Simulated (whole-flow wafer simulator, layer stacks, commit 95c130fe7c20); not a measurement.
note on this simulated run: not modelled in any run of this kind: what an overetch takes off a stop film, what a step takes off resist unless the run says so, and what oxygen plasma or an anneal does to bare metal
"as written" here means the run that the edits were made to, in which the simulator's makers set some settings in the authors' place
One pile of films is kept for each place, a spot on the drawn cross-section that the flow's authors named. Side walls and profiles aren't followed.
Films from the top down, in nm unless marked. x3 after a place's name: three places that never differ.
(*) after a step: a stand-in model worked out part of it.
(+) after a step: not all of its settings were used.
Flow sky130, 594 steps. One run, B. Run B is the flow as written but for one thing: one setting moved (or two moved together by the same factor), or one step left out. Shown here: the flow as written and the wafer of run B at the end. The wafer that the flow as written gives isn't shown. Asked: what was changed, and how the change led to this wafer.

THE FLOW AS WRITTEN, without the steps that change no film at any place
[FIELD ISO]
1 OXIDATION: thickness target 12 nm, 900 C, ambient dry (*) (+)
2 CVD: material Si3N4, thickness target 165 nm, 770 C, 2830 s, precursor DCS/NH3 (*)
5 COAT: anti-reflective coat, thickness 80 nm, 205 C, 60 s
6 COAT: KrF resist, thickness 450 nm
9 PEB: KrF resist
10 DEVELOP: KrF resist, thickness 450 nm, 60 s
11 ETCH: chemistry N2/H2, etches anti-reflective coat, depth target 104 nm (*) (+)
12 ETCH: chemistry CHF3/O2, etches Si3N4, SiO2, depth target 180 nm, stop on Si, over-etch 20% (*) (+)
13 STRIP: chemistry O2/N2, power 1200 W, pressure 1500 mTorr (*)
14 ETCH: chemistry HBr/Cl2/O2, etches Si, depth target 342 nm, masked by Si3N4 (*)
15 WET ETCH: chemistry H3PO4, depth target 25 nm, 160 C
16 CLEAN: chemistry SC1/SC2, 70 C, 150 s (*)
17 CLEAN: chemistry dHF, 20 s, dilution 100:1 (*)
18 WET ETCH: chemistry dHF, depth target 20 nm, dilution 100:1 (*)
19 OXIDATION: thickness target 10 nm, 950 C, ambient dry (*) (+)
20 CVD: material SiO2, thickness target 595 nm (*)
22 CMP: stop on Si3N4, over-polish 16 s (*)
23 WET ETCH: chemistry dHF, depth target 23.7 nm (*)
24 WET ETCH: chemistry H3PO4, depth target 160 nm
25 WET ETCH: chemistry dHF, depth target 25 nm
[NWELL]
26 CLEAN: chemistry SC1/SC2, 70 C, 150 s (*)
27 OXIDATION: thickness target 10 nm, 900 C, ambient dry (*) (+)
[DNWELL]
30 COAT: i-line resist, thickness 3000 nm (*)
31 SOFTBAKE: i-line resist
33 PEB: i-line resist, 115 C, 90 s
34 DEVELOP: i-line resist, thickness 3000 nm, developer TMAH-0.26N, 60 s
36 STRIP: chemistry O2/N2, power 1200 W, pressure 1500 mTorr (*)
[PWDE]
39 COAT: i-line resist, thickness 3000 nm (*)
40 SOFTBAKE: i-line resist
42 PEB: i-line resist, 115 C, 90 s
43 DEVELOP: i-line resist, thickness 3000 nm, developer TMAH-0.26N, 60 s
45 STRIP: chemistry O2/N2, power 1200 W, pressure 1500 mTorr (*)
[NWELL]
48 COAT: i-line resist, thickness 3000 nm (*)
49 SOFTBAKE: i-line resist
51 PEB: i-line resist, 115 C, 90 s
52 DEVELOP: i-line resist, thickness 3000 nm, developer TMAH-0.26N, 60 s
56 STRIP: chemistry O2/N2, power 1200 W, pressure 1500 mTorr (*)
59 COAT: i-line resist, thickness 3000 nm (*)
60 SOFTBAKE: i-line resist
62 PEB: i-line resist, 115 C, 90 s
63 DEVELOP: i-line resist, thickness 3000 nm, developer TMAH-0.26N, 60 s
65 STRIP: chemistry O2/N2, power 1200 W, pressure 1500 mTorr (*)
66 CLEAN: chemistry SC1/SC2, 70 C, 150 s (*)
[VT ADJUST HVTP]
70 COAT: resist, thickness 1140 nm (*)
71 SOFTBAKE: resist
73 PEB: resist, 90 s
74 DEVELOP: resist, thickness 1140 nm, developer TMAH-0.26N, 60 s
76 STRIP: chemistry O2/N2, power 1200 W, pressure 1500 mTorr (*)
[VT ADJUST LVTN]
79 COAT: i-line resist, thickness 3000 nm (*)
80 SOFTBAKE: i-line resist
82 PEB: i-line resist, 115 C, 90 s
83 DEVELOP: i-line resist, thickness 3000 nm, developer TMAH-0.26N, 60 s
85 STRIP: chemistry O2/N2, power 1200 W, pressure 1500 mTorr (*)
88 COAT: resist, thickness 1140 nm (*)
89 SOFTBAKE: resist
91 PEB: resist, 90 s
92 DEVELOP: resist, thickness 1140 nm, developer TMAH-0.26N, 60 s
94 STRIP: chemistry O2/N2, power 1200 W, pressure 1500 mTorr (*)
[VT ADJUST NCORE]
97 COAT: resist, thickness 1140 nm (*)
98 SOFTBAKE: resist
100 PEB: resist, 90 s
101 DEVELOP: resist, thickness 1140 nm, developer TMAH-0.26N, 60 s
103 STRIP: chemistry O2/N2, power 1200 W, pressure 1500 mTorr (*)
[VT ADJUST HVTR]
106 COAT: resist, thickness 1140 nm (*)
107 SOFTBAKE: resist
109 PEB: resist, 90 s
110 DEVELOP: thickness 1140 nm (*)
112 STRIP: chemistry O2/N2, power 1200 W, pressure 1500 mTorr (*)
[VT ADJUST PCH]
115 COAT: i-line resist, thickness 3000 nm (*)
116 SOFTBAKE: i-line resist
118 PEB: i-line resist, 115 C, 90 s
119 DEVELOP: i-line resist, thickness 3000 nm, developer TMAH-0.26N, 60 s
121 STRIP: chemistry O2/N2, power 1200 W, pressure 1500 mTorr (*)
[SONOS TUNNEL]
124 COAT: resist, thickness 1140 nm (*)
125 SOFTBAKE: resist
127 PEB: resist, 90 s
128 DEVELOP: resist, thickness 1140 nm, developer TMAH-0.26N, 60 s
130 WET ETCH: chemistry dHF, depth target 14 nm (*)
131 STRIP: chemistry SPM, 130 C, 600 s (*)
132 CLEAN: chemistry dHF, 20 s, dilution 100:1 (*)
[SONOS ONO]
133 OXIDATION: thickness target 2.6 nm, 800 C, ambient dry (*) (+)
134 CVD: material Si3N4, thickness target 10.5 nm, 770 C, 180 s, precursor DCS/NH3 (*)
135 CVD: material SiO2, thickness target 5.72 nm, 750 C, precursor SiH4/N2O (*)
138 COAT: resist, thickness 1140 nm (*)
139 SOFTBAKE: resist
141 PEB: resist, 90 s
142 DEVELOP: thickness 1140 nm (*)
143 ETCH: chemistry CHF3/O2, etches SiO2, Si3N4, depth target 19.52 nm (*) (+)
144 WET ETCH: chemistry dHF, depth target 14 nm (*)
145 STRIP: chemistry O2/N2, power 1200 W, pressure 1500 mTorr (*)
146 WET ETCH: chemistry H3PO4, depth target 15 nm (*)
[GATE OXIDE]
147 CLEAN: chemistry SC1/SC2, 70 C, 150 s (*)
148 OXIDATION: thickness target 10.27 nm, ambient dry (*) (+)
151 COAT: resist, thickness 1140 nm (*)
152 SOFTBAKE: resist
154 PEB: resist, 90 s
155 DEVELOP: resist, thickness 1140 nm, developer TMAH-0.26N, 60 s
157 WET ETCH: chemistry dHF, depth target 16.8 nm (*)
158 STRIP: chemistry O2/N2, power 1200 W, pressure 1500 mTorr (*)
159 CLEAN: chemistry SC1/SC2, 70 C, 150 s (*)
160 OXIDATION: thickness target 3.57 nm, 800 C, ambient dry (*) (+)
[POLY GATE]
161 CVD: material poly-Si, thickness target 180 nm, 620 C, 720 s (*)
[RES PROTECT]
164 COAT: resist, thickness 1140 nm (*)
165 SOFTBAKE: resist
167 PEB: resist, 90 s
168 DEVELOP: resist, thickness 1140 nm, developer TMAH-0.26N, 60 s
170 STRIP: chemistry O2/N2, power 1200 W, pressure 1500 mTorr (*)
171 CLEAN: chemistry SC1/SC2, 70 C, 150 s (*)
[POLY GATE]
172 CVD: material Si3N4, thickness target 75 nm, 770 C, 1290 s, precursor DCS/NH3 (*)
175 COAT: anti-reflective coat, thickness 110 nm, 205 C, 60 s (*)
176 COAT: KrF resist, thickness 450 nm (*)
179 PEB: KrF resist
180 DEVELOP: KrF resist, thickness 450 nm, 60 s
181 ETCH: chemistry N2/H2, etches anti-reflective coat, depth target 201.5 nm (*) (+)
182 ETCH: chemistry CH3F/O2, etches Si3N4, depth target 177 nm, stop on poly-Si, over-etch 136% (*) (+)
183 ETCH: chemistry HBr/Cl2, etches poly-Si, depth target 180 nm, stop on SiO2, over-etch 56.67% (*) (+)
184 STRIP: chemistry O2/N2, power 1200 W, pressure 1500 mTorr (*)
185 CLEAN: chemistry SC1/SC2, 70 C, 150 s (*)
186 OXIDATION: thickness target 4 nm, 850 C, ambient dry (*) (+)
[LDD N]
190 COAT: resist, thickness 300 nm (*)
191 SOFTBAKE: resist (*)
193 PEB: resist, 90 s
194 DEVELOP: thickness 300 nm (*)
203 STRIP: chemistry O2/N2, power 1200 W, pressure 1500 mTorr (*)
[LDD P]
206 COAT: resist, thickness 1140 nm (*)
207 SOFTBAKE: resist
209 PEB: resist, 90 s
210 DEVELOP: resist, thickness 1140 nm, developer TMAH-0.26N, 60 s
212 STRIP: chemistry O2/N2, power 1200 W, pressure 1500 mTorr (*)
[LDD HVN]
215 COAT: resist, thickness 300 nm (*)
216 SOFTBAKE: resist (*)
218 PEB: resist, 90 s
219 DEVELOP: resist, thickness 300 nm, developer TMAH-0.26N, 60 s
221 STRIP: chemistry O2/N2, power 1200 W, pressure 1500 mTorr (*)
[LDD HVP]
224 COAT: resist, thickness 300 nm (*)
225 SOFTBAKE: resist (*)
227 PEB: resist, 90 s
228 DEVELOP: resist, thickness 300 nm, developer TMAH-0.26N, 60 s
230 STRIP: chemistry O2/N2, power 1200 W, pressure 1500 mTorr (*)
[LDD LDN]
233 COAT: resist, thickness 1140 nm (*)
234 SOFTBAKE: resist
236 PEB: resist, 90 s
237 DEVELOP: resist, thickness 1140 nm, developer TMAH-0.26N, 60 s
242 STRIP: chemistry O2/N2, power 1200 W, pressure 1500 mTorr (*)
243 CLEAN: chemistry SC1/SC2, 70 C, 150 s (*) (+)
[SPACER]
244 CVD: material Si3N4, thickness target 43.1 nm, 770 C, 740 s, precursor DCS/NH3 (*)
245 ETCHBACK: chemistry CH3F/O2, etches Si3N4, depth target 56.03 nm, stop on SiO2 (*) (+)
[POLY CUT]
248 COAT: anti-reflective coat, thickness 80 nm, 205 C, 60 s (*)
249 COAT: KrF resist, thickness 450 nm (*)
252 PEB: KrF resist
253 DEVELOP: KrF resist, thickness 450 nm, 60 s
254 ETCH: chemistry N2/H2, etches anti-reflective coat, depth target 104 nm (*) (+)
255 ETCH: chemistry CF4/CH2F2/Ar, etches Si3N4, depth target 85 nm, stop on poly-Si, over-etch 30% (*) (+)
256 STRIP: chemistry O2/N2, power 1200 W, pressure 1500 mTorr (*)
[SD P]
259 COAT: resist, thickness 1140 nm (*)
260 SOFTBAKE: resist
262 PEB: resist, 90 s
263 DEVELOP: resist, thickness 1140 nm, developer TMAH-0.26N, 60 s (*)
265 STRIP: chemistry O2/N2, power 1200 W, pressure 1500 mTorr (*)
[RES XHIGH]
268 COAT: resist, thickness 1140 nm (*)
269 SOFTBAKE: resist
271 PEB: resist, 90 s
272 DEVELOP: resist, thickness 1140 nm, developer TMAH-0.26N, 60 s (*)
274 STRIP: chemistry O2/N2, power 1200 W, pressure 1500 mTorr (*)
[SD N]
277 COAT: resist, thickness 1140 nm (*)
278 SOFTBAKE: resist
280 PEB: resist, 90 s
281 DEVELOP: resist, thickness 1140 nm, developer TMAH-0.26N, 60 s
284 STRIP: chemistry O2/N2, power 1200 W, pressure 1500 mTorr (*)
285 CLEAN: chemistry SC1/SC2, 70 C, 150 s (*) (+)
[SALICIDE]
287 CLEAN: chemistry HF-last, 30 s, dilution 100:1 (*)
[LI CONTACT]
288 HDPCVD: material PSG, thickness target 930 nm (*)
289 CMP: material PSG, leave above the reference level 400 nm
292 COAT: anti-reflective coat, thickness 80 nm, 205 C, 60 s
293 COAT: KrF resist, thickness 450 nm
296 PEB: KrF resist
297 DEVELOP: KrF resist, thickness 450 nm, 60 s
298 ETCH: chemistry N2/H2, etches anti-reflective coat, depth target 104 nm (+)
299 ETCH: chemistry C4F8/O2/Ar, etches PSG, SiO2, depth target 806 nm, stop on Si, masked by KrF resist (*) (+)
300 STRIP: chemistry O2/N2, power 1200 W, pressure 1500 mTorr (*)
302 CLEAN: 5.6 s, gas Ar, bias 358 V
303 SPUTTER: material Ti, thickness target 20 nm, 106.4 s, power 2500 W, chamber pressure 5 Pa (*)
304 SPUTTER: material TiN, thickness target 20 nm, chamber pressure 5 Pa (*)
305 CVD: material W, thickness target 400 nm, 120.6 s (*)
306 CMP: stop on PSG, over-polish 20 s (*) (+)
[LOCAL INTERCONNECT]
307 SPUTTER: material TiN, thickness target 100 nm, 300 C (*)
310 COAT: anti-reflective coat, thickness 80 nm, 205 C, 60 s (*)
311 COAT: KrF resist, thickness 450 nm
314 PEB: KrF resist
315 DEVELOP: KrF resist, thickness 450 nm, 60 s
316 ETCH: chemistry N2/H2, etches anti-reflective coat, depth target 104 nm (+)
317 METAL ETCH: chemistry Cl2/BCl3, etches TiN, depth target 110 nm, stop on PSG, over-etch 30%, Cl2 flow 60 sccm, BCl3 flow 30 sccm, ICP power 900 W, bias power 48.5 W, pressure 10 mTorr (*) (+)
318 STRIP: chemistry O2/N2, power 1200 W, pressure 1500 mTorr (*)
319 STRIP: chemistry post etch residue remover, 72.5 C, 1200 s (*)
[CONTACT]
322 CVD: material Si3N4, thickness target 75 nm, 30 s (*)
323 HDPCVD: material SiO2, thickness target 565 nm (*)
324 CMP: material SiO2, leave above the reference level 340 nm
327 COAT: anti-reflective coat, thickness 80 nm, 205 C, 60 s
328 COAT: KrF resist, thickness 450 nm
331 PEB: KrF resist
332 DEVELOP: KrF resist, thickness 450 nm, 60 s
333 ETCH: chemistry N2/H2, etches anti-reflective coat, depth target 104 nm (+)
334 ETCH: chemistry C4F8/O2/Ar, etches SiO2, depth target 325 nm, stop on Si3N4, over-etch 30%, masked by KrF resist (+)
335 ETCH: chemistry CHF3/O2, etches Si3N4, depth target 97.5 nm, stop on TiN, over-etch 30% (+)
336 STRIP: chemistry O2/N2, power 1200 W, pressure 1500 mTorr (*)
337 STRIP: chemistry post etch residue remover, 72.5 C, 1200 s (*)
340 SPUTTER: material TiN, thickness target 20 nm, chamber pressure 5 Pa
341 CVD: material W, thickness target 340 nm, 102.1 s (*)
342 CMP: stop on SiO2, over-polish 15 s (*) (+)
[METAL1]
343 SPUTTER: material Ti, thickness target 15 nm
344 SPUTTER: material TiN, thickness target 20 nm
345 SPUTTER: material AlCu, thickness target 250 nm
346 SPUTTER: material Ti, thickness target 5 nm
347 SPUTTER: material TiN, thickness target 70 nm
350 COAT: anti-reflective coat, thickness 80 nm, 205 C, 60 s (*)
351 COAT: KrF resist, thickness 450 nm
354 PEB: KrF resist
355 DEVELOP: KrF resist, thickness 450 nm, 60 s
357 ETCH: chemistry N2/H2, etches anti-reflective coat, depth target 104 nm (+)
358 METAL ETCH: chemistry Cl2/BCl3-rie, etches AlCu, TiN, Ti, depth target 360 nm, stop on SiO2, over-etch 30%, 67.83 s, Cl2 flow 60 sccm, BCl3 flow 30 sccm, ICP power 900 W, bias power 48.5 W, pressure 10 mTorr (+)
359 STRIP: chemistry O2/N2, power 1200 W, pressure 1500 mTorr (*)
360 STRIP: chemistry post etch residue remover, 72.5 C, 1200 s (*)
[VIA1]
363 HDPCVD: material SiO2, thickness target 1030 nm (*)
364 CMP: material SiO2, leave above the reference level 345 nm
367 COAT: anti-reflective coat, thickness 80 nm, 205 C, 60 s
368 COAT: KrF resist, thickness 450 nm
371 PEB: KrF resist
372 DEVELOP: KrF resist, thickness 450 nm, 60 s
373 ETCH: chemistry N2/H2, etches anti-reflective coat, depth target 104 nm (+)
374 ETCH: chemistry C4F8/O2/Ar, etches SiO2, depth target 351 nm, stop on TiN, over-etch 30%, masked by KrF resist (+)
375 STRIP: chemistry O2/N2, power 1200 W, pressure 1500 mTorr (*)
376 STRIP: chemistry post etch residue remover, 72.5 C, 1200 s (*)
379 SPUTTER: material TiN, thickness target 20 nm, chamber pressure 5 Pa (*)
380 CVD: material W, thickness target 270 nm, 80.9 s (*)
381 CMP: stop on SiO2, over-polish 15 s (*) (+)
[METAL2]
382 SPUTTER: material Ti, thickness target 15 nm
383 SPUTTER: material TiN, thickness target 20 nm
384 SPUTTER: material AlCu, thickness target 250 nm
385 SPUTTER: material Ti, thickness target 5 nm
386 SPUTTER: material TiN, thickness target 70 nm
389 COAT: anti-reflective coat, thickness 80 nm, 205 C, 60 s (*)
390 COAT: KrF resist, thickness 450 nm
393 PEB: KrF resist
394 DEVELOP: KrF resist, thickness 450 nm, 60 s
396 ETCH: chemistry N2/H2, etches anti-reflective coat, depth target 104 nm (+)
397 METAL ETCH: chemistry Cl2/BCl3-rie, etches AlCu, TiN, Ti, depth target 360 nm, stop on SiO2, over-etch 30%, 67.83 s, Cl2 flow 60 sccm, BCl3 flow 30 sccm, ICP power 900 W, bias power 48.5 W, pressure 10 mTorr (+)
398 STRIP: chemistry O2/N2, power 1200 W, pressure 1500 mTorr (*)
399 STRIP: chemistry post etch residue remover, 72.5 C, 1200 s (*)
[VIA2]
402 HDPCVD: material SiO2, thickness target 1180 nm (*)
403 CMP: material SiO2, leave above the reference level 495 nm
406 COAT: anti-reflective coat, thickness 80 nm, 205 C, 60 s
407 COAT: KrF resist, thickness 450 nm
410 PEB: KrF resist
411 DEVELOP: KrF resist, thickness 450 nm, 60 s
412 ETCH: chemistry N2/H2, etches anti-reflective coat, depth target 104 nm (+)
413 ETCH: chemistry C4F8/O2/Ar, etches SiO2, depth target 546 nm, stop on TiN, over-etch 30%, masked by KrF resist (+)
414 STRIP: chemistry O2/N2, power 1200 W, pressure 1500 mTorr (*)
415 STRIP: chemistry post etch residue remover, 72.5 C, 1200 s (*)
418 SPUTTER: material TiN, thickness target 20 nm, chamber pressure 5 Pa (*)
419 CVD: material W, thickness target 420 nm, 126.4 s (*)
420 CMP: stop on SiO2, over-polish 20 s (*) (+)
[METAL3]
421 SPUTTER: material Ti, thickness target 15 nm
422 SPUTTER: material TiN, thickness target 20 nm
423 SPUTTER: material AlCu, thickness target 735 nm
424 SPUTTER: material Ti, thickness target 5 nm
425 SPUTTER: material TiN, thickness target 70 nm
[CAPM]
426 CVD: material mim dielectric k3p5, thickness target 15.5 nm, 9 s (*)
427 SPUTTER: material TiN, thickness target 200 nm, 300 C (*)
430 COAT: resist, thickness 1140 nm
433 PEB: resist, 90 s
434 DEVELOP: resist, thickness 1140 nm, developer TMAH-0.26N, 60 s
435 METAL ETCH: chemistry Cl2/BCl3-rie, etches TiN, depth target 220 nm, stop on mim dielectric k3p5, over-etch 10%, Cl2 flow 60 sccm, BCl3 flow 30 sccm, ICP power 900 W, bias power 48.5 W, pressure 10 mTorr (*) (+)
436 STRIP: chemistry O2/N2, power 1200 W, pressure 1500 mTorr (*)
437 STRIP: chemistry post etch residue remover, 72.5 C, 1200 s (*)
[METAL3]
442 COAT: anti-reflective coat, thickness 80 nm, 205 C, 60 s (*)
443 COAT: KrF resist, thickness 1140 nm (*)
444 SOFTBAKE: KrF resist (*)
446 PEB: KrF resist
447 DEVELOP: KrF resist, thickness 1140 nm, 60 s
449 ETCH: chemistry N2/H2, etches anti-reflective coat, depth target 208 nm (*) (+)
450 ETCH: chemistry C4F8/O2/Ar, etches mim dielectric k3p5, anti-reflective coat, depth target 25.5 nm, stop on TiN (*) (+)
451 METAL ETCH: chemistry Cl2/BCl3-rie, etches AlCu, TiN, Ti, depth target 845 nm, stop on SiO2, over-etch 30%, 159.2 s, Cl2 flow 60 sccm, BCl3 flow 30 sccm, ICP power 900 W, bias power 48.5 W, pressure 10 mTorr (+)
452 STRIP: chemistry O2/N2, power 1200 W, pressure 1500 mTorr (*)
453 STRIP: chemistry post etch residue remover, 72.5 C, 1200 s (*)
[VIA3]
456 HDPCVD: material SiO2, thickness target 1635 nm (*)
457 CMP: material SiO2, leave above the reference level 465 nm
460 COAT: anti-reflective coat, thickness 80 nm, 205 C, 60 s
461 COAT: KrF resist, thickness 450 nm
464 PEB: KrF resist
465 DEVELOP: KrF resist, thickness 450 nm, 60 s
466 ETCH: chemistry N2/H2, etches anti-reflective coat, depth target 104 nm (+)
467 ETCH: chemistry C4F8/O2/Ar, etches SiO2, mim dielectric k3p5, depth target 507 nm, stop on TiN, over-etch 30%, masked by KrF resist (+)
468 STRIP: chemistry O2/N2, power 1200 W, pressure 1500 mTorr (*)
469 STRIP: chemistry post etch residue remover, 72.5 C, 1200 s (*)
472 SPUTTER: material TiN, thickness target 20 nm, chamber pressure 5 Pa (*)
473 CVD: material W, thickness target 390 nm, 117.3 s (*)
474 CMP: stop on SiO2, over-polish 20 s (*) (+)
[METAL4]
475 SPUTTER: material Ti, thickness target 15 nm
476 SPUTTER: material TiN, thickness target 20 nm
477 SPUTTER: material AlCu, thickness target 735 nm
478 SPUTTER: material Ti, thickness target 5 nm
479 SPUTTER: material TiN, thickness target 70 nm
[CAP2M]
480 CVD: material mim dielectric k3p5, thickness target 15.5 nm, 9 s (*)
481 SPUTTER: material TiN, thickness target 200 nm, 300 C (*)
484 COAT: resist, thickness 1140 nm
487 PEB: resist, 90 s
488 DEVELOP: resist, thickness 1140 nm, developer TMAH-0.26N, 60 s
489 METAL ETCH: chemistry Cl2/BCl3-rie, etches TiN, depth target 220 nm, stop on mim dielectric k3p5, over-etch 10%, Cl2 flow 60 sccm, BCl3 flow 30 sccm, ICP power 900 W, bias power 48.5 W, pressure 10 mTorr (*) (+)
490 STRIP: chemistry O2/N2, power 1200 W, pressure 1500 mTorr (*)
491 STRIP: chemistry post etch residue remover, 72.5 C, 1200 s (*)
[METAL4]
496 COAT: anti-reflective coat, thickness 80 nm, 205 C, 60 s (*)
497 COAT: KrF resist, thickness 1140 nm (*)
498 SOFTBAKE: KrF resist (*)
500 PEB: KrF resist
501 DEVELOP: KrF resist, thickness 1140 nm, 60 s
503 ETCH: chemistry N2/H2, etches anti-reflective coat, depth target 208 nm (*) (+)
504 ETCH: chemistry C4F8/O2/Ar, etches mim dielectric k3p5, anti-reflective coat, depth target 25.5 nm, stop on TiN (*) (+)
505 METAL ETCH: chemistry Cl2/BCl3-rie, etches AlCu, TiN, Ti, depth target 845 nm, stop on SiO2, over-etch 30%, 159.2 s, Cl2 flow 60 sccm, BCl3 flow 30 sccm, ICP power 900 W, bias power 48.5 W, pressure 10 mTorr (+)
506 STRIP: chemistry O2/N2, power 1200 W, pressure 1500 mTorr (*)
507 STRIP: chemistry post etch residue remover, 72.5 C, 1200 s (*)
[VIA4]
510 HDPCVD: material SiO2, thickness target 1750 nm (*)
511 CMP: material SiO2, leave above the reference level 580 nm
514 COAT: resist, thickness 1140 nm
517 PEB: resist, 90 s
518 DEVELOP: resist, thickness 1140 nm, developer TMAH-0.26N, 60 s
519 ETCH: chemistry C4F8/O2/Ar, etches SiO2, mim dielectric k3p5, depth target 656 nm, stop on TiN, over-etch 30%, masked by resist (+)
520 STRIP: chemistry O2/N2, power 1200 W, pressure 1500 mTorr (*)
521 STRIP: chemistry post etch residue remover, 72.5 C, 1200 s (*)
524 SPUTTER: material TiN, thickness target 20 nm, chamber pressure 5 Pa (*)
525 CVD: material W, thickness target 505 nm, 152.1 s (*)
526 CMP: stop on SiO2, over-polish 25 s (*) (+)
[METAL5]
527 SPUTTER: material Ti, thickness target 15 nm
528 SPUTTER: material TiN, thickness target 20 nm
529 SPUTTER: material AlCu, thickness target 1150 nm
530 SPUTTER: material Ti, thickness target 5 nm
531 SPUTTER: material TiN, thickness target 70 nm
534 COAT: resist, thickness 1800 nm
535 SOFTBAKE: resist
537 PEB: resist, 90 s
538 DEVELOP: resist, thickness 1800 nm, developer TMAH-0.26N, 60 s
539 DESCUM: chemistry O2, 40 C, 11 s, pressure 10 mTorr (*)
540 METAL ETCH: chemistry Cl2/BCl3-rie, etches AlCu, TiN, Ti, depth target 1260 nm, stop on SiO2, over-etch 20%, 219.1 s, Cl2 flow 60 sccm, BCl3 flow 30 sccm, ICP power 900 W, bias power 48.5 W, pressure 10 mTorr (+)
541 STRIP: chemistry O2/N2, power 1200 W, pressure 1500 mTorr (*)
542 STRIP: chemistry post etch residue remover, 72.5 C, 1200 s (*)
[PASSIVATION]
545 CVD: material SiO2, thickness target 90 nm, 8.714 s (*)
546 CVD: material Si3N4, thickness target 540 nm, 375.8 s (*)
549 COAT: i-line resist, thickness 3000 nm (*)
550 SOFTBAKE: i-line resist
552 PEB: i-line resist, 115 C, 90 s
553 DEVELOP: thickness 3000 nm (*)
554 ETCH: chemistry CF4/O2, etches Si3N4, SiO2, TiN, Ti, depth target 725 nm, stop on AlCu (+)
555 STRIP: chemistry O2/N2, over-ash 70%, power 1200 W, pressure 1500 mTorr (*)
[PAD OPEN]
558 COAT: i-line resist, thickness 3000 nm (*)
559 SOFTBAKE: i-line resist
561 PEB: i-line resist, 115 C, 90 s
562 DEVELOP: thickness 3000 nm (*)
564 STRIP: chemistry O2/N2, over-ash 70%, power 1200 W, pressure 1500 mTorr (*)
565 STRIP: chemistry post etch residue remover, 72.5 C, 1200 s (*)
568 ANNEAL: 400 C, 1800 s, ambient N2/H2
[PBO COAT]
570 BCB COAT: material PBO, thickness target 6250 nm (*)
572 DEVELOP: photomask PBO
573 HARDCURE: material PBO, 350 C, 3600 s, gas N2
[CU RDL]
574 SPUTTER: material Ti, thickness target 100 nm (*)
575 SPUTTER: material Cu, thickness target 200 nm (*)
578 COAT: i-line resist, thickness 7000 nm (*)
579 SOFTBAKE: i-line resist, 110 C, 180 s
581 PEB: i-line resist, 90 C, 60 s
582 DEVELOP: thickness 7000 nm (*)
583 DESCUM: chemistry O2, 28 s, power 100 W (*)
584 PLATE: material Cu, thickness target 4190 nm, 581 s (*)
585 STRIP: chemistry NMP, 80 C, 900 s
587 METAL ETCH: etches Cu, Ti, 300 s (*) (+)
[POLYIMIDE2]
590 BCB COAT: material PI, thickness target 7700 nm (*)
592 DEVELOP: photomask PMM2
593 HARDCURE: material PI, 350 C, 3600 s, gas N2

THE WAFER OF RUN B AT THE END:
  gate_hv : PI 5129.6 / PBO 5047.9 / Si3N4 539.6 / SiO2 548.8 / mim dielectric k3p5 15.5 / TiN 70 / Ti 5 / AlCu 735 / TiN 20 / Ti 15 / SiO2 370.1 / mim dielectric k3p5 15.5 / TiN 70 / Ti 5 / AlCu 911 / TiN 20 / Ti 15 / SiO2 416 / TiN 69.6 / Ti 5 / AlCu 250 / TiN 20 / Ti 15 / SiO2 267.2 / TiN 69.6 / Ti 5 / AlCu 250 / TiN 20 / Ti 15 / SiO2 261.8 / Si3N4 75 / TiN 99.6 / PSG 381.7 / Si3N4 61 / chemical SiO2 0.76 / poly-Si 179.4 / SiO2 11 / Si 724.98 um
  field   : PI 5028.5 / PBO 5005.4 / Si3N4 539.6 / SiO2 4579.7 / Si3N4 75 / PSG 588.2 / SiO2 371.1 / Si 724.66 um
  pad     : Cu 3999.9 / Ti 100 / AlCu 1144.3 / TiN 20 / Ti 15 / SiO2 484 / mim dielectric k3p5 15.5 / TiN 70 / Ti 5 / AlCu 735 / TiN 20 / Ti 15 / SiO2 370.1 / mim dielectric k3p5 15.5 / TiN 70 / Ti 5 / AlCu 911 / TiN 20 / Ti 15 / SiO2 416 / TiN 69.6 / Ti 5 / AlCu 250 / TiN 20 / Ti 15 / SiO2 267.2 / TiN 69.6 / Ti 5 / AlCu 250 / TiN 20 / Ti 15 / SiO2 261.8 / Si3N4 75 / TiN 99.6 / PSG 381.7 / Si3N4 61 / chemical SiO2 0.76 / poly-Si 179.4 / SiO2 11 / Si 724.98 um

The cause: step 423, SPUTTER: thickness target 911 nm was run, where the flow has thickness target 735 nm.
It can be read off the wafer: gate_hv has AlCu 911, and step 423 as written asks for 735 nm.

How the change led to this, step by step:
  423 SPUTTER: material AlCu, thickness target 735 nm
      field, active, n_well and 188 more: AlCu +911 (new film) (as written it would be: AlCu +735 (new film))
  451 METAL ETCH: chemistry Cl2/BCl3-rie, etches AlCu, TiN, Ti, depth target 845 nm, stop on SiO2, over-etch 30%, 159.2 s, Cl2 flow 60 sccm, BCl3 flow 30 sccm, ICP power 900 W, bias power 48.5 W, pressure 10 mTorr (+)
      field, active, gate and 69 more: TiN -70 (all of it), Ti -5 (all of it), AlCu -911 (all of it), TiN -20 (all of it), Ti -15 (all of it), SiO2 -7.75 (as written it would be: TiN -70 (all of it), Ti -5 (all of it), AlCu -735 (all of it), TiN -20 (all of it), Ti -15 (all of it), SiO2 -25.4)
      vpp_ln, vpp_iso2, ndiff_ln and 10 more: TiN -70 (all of it), Ti -5 (all of it), AlCu -911 (all of it), TiN -20 (all of it), Ti -15 (all of it), SiO2 -7.75 (as written it would be: TiN -70 (all of it), Ti -5 (all of it), AlCu -735 (all of it), TiN -20 (all of it), Ti -15 (all of it), SiO2 -25.3)
  457 CMP: material SiO2, leave above the reference level 465 nm
      field, active, gate and 82 more: SiO2 -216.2 (as written it would be: SiO2 -374.7)
